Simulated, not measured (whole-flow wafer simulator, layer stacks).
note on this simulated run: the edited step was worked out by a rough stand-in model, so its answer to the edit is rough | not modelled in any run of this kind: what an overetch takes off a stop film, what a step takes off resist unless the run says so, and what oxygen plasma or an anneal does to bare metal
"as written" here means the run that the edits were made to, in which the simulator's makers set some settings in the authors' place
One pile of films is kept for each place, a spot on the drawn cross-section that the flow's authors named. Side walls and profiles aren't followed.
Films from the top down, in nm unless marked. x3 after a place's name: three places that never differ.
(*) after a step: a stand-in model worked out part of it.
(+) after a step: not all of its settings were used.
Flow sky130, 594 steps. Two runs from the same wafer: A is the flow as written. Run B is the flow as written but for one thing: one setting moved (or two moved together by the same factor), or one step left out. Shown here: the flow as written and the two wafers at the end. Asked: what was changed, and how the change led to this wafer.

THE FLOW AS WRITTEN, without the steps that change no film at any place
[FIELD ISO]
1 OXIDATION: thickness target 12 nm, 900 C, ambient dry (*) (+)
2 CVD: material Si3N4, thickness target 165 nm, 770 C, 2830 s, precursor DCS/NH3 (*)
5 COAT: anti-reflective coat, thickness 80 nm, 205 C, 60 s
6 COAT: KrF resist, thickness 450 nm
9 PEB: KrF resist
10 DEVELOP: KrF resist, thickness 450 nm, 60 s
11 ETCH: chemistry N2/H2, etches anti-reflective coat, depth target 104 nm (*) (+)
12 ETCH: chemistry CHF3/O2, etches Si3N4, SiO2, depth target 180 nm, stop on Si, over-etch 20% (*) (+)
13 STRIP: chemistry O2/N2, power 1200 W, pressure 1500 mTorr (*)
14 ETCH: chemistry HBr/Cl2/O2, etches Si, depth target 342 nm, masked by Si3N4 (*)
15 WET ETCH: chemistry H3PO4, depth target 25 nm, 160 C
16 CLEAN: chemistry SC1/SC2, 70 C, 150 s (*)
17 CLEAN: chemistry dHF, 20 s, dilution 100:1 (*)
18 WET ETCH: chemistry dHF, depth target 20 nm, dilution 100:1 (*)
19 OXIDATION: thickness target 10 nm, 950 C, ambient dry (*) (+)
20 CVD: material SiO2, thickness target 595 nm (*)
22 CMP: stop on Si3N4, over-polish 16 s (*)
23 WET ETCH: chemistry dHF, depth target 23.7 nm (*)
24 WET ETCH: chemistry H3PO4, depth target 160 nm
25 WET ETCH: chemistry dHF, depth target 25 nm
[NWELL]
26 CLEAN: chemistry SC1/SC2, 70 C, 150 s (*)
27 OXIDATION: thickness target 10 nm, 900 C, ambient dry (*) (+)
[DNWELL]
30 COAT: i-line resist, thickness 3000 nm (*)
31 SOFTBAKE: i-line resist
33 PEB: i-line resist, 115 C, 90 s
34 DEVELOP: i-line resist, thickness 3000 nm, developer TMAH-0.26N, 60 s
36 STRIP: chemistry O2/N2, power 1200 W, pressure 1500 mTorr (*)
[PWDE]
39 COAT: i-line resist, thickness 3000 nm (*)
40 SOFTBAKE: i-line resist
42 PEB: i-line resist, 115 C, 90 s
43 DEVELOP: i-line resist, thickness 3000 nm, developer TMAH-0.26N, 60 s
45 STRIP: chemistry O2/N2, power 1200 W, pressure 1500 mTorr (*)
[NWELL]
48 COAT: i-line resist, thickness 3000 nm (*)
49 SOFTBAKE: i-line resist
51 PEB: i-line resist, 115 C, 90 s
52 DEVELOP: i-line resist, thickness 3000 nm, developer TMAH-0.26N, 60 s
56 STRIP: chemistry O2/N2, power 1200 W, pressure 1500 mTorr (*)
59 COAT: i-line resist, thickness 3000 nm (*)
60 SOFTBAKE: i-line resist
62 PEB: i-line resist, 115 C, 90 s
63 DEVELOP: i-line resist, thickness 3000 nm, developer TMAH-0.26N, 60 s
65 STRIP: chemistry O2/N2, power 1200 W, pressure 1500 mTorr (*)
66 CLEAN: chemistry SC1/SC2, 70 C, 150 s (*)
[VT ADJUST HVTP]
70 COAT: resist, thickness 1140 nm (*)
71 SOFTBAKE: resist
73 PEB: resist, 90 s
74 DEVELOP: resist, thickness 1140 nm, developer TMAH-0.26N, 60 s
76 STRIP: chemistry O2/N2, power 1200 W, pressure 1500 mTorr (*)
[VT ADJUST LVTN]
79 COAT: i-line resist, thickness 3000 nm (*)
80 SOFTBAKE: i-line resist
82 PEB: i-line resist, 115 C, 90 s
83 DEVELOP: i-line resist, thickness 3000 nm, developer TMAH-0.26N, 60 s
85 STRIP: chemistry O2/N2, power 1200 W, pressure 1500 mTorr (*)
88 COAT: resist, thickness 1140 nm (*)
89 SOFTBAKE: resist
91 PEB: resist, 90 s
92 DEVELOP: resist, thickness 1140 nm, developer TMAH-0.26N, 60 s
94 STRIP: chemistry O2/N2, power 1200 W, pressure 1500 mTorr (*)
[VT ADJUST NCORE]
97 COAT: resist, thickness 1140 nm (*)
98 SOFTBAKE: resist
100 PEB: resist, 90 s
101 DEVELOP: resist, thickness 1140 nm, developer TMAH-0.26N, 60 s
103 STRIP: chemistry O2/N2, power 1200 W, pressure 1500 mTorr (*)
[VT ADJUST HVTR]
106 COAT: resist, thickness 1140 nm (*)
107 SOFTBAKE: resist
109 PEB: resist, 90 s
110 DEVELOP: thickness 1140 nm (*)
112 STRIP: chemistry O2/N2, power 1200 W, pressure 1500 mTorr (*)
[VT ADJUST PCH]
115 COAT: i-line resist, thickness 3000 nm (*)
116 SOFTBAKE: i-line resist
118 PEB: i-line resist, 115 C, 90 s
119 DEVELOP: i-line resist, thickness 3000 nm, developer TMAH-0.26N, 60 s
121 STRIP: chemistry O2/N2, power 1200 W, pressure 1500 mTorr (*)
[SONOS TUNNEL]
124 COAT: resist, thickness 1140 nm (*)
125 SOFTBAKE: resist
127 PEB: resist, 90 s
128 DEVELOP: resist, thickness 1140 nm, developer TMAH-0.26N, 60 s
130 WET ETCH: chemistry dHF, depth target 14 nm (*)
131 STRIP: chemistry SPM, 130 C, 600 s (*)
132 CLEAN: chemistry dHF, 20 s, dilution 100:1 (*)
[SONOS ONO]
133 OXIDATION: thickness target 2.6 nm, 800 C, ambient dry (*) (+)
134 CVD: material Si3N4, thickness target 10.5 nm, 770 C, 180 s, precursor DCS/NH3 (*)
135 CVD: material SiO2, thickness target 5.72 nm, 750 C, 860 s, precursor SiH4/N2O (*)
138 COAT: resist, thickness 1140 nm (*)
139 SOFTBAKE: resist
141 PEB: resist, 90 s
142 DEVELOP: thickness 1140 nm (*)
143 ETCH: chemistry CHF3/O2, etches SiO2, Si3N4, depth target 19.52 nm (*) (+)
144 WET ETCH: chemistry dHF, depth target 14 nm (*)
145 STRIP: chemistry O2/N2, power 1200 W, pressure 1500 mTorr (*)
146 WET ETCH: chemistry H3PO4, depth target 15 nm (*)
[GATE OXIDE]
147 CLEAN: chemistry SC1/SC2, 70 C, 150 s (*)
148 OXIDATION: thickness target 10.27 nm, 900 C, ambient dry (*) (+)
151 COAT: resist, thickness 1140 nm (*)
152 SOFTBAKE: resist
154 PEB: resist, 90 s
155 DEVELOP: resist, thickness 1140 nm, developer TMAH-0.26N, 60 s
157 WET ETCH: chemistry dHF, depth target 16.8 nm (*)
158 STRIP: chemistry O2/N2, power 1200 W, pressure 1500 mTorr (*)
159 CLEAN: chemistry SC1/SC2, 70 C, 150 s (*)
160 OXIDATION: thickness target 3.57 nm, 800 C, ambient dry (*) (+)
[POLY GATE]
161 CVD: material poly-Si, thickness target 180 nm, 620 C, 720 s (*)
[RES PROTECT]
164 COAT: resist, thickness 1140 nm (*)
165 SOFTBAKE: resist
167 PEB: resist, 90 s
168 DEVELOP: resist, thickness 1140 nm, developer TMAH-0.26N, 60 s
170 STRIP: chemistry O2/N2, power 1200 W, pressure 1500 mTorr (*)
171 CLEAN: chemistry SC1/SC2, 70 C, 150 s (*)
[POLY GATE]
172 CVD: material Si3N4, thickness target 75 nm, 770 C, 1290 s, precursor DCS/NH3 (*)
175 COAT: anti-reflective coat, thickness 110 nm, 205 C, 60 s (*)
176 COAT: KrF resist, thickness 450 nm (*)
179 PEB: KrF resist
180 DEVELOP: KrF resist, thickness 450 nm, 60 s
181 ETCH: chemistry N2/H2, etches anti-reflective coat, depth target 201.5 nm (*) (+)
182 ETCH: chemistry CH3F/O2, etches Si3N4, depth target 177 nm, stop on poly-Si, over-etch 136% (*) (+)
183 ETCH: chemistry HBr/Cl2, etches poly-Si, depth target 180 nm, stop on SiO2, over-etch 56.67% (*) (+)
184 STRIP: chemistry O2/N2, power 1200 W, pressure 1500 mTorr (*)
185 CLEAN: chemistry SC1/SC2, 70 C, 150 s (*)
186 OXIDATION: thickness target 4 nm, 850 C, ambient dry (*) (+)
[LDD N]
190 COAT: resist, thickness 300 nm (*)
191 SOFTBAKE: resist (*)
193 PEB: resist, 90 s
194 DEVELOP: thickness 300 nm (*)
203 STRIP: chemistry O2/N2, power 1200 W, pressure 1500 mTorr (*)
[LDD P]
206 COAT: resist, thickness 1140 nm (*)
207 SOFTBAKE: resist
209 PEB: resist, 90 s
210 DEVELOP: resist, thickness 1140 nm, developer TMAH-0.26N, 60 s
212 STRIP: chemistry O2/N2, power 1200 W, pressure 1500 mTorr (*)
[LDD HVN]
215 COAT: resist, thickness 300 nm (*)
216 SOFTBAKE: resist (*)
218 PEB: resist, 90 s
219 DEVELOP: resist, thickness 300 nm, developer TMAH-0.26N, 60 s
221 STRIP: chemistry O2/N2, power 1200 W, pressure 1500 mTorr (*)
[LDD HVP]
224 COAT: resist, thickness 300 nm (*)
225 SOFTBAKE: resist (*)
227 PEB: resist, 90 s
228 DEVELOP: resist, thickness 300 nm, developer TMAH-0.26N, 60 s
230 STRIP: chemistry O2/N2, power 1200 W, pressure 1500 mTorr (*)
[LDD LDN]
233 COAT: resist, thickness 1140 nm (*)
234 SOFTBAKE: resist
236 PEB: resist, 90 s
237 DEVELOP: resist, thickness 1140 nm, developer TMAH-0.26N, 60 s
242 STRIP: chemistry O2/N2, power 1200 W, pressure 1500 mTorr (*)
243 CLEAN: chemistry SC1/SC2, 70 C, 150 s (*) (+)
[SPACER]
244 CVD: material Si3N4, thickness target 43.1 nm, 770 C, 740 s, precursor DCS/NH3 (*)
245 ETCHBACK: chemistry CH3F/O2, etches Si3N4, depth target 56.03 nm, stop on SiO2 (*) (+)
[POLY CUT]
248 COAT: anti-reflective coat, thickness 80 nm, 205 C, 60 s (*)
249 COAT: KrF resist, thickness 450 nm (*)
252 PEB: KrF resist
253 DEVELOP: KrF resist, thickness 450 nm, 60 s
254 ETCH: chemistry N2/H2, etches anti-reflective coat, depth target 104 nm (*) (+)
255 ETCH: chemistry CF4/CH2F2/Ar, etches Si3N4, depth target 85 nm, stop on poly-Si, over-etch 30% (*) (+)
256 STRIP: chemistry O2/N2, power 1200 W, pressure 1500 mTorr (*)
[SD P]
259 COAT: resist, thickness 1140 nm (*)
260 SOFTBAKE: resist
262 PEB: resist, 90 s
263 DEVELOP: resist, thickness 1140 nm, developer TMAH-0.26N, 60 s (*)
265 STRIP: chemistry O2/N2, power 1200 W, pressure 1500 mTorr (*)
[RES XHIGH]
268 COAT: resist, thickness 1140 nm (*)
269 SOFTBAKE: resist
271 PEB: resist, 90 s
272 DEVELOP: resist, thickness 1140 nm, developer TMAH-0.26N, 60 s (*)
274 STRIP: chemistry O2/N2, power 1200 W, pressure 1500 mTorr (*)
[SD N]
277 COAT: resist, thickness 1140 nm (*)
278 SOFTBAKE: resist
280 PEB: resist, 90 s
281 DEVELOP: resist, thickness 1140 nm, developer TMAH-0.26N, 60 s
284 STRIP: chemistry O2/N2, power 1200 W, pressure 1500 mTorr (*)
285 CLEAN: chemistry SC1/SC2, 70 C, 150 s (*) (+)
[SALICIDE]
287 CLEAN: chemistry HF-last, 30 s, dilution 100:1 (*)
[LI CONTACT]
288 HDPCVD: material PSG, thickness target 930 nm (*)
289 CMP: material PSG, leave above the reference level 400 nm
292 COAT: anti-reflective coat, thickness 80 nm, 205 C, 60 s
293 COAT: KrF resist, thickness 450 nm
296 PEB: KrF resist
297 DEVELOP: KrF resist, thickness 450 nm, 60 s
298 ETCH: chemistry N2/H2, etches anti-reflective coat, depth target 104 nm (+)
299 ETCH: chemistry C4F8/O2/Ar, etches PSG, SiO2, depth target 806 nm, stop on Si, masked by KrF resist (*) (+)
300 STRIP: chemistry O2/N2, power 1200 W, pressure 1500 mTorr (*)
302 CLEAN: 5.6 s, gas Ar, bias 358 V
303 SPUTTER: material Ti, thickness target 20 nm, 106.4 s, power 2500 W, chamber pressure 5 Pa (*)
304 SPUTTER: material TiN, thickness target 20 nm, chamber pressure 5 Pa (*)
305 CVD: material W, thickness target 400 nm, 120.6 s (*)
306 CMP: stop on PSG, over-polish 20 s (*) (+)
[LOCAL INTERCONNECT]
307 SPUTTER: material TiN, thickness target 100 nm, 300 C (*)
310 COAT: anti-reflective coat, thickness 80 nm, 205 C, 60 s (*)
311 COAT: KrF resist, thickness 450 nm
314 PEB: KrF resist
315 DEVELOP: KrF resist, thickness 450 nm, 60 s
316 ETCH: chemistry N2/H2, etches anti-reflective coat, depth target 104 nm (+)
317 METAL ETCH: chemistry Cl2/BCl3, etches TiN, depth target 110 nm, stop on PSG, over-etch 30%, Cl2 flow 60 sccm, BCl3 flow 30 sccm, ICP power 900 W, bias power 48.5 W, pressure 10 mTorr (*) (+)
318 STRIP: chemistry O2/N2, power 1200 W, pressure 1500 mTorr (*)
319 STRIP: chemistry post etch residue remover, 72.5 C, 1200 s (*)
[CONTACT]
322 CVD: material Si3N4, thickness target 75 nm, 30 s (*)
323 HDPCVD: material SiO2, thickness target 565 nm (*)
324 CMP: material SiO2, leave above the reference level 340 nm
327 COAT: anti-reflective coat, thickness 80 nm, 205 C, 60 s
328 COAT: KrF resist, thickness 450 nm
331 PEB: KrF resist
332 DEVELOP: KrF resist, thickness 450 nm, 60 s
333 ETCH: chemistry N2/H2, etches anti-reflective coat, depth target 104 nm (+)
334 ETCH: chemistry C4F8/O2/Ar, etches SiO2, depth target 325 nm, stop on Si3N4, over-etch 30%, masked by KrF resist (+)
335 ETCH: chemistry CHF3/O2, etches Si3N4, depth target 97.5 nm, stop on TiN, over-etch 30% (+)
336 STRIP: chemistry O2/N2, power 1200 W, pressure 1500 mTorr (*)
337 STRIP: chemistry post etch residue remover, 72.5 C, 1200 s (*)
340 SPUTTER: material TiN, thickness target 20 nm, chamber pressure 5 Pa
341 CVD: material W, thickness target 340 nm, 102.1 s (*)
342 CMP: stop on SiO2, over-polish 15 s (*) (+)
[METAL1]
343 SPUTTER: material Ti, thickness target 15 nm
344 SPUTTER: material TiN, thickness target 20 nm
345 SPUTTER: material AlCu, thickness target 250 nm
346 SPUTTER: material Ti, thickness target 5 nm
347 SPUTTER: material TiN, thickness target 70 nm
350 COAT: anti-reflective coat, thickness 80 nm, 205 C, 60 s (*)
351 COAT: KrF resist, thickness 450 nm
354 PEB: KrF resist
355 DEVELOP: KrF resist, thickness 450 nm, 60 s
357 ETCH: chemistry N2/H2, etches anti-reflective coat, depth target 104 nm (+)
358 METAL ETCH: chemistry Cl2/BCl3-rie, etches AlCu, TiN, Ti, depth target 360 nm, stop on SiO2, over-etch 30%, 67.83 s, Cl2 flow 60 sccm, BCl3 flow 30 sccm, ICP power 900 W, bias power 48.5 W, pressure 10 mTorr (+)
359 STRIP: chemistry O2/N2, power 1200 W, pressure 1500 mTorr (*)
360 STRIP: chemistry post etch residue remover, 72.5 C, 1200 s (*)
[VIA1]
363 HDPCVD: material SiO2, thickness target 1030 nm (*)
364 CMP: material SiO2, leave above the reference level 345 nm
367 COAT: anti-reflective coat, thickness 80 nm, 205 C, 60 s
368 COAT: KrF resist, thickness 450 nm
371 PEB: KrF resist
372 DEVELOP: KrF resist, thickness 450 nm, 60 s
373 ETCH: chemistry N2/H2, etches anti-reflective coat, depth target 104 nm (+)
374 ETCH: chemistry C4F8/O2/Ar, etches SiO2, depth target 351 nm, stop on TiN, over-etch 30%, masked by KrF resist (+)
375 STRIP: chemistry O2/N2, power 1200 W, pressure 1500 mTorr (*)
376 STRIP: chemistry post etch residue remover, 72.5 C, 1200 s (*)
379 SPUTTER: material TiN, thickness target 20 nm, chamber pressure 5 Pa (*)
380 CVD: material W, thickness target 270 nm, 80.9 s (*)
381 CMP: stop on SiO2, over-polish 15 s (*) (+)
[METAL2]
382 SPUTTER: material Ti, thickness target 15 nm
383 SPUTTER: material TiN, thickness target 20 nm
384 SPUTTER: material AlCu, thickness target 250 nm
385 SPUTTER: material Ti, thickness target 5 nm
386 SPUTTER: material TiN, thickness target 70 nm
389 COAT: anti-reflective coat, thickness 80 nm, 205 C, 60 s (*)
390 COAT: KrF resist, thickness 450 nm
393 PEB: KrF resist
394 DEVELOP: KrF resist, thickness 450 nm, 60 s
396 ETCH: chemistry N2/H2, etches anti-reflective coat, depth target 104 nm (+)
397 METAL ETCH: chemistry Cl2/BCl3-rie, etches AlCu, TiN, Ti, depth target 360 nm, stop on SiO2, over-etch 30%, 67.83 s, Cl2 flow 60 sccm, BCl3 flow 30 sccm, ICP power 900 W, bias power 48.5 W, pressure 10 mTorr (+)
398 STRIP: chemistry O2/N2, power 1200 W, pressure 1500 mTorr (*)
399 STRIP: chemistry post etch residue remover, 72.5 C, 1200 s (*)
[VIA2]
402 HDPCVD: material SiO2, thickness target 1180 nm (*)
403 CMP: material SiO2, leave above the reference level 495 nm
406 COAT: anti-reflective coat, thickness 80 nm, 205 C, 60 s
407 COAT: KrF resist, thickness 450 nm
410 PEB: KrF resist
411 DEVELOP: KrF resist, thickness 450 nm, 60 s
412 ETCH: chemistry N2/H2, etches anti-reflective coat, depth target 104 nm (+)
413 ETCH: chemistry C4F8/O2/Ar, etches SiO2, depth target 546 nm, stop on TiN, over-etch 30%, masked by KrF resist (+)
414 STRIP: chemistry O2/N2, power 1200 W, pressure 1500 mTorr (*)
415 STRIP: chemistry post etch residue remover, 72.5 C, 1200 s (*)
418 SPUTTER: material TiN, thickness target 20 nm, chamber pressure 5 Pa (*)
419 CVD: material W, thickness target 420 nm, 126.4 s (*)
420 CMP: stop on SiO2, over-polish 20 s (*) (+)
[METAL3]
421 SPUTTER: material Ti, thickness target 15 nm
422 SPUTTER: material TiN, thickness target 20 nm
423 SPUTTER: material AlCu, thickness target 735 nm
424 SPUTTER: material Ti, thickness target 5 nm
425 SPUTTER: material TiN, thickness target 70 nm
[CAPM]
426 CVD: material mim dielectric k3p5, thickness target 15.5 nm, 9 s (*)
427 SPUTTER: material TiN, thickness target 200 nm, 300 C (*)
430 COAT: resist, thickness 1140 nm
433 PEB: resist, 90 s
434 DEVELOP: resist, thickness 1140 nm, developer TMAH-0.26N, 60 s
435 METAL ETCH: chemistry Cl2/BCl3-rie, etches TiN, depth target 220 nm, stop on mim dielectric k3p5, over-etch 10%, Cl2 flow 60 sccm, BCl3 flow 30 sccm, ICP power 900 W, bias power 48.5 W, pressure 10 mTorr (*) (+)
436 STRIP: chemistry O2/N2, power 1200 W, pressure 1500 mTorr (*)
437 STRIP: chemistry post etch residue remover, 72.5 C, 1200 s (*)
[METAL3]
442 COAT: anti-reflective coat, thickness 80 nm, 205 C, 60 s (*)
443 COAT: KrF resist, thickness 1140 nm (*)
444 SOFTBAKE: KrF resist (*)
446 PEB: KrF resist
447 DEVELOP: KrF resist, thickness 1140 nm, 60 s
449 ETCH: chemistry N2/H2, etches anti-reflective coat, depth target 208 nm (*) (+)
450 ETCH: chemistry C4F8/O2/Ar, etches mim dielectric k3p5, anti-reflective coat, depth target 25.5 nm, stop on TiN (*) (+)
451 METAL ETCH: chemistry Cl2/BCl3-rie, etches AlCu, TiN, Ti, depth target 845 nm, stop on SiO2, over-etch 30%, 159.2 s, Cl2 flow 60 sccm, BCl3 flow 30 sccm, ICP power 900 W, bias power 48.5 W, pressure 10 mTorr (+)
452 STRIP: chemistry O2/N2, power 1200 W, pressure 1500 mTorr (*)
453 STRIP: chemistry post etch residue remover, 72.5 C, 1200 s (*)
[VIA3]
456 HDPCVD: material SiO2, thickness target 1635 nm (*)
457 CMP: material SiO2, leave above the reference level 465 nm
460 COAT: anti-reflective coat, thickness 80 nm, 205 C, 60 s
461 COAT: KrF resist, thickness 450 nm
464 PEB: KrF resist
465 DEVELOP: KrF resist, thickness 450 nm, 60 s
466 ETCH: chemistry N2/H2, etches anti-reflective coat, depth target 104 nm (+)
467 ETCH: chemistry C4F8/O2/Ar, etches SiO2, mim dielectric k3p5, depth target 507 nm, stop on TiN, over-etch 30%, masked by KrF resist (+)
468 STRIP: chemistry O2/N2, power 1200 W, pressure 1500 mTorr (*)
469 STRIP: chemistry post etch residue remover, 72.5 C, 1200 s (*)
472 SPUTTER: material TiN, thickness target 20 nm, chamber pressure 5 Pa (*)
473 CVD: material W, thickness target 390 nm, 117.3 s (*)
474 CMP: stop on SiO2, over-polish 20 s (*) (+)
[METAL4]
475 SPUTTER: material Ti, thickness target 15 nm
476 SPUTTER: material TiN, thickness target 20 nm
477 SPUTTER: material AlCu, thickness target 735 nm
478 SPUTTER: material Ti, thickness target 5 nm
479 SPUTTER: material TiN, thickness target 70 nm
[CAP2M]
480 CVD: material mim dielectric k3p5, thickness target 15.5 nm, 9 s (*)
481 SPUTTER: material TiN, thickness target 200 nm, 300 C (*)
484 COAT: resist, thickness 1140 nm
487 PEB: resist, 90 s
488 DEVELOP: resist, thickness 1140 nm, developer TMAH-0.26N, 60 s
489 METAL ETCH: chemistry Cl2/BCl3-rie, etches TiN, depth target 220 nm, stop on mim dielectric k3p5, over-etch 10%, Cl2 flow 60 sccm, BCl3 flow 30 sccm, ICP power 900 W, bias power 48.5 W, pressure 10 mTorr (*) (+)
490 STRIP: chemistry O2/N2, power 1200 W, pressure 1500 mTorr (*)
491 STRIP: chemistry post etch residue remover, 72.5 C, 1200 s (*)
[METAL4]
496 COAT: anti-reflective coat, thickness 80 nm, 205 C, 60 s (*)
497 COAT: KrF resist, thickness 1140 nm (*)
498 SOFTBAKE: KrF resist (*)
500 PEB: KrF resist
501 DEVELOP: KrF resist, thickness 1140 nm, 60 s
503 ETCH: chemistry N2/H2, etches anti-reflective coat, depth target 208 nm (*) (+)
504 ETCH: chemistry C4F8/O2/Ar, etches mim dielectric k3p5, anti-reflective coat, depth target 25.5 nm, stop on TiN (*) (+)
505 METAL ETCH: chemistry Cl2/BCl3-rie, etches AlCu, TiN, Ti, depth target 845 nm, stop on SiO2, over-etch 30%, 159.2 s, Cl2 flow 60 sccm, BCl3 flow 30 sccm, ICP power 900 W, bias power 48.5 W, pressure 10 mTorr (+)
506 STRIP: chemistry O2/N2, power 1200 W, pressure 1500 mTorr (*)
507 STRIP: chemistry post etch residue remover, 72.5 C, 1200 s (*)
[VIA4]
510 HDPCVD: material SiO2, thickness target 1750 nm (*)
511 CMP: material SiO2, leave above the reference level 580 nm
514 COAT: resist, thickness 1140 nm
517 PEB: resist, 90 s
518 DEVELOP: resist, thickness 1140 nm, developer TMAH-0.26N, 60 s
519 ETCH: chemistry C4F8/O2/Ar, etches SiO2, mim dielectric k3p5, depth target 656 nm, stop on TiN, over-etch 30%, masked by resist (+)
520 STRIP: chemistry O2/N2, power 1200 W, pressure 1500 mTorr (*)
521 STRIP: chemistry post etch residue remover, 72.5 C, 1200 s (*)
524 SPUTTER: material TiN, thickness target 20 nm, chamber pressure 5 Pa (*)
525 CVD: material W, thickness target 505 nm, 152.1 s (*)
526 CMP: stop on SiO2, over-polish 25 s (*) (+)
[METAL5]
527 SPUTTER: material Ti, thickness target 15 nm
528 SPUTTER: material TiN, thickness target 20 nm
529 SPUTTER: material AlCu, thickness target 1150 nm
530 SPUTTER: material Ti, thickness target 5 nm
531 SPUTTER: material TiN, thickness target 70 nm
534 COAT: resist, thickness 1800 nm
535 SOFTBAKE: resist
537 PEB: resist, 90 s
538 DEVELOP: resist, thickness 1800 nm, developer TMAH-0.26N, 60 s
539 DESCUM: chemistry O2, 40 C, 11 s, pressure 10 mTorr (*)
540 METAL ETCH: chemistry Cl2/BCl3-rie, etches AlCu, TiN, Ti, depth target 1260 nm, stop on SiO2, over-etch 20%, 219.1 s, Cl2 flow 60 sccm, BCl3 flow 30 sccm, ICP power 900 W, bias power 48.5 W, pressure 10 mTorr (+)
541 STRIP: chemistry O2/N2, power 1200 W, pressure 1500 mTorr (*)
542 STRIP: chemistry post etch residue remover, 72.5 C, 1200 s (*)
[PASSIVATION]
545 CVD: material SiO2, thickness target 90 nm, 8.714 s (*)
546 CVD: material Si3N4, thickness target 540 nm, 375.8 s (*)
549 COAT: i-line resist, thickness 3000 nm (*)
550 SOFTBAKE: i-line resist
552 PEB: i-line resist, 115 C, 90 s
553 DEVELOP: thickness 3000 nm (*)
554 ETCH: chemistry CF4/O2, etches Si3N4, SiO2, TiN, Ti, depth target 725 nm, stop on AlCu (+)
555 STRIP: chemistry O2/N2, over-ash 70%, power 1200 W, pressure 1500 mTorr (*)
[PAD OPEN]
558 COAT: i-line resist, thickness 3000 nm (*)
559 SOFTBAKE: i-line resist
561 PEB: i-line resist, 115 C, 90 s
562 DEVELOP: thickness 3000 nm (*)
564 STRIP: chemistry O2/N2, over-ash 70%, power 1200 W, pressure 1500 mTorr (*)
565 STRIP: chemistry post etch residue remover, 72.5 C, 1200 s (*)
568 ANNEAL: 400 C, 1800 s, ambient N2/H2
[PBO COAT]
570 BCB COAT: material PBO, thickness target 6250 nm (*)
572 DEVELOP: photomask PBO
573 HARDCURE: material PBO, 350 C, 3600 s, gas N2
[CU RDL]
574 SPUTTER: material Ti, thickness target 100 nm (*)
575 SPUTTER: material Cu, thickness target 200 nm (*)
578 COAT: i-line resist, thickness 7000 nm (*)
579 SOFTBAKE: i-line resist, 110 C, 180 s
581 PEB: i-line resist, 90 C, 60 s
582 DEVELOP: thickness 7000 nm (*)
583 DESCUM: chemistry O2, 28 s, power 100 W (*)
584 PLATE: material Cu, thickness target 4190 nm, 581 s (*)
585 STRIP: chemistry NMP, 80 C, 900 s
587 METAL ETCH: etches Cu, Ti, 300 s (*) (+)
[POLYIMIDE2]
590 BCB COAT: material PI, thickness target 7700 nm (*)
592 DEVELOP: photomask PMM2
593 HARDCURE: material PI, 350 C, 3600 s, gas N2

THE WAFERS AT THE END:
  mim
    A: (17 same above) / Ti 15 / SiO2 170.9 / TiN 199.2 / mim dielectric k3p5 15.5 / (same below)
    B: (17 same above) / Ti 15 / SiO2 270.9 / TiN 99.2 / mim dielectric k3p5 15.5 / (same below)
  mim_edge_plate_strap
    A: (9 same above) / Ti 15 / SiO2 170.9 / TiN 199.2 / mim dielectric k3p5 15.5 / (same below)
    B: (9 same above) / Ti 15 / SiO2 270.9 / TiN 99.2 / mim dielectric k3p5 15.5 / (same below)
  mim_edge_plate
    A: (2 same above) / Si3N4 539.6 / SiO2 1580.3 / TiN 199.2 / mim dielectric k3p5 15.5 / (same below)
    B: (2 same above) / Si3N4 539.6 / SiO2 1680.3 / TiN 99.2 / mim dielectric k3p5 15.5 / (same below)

The cause: step 427, SPUTTER: thickness target 100 nm was run, where the flow has thickness target 200 nm.

How the change led to this, step by step:
  427 SPUTTER: material TiN, thickness target 200 nm, 300 C (*)
      field, active, n_well and 188 more: A TiN +200 (new film) | B TiN +100 (new film)
  435 METAL ETCH: chemistry Cl2/BCl3-rie, etches TiN, depth target 220 nm, stop on mim dielectric k3p5, over-etch 10%, Cl2 flow 60 sccm, BCl3 flow 30 sccm, ICP power 900 W, bias power 48.5 W, pressure 10 mTorr (*) (+)
      field, active, n_well and 185 more: A TiN -200 (all of it) | B TiN -100 (all of it)
      mim, mim_edge_plate_strap, mim_edge_plate: A resist -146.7 | B resist -73.3
  436 STRIP: chemistry O2/N2, power 1200 W, pressure 1500 mTorr (*)
      mim, mim_edge_plate_strap, mim_edge_plate: A resist -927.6 (all of it) | B resist -1000.9 (all of it)
  442 COAT: anti-reflective coat, thickness 80 nm, 205 C, 60 s (*)
      rpm_encl, rpm_encl_psd, rpm_encl_urpm: A anti-reflective coat +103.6 (new film) | B anti-reflective coat +99.1 (new film)
      poly_licon, rpo_hd_licon: A anti-reflective coat +58.9 (new film) | B anti-reflective coat +82.2 (new film)
      (and at 9 more places)
  443 COAT: KrF resist, thickness 1140 nm (*)
      mim_edge_plate_strap, mim_edge_plate: A KrF resist +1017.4 (new film) | B KrF resist +1117.4 (new film)
      poly_licon, rpo_hd_licon: A KrF resist +1170.1 (new film) | B KrF resist +1143.8 (new film)
      (and at 3 more places)
  446 PEB: KrF resist
      mim_edge_plate_strap, mim_edge_plate: A KrF resist -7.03 | B KrF resist -7.74
      mim: A KrF resist -7.1 | B KrF resist -7.65
  447 DEVELOP: KrF resist, thickness 1140 nm, 60 s
      poly_licon: A KrF resist -1162 (all of it) | B KrF resist -1135.8 (all of it)
      rpo_hd_licon: A KrF resist -1162 (all of it) | B KrF resist -1135.9 (all of it)
      (and at 1 more place)
  449 ETCH: chemistry N2/H2, etches anti-reflective coat, depth target 208 nm (*) (+)
      rpm_encl, rpm_encl_psd, rpm_encl_urpm: A anti-reflective coat -103.6 (all of it) | B anti-reflective coat -99.1 (all of it)
      poly_licon, rpo_hd_licon: A anti-reflective coat -58.9 (all of it) | B anti-reflective coat -82.2 (all of it)
      (and at 3 more places)
  452 STRIP: chemistry O2/N2, power 1200 W, pressure 1500 mTorr (*)
      mim_edge_plate_strap, mim_edge_plate: A KrF resist -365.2 (all of it), anti-reflective coat -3 (all of it) | B KrF resist -464.5 (all of it), anti-reflective coat -3 (all of it)
      mim: A KrF resist -375.2 (all of it), anti-reflective coat -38 (all of it) | B KrF resist -452.6 (all of it), anti-reflective coat -31.5 (all of it)
      (and at 5 more places)
  457 CMP: material SiO2, leave above the reference level 465 nm
      mim, mim_edge_plate_strap, mim_edge_plate: A SiO2 -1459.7 | B SiO2 -1359.7
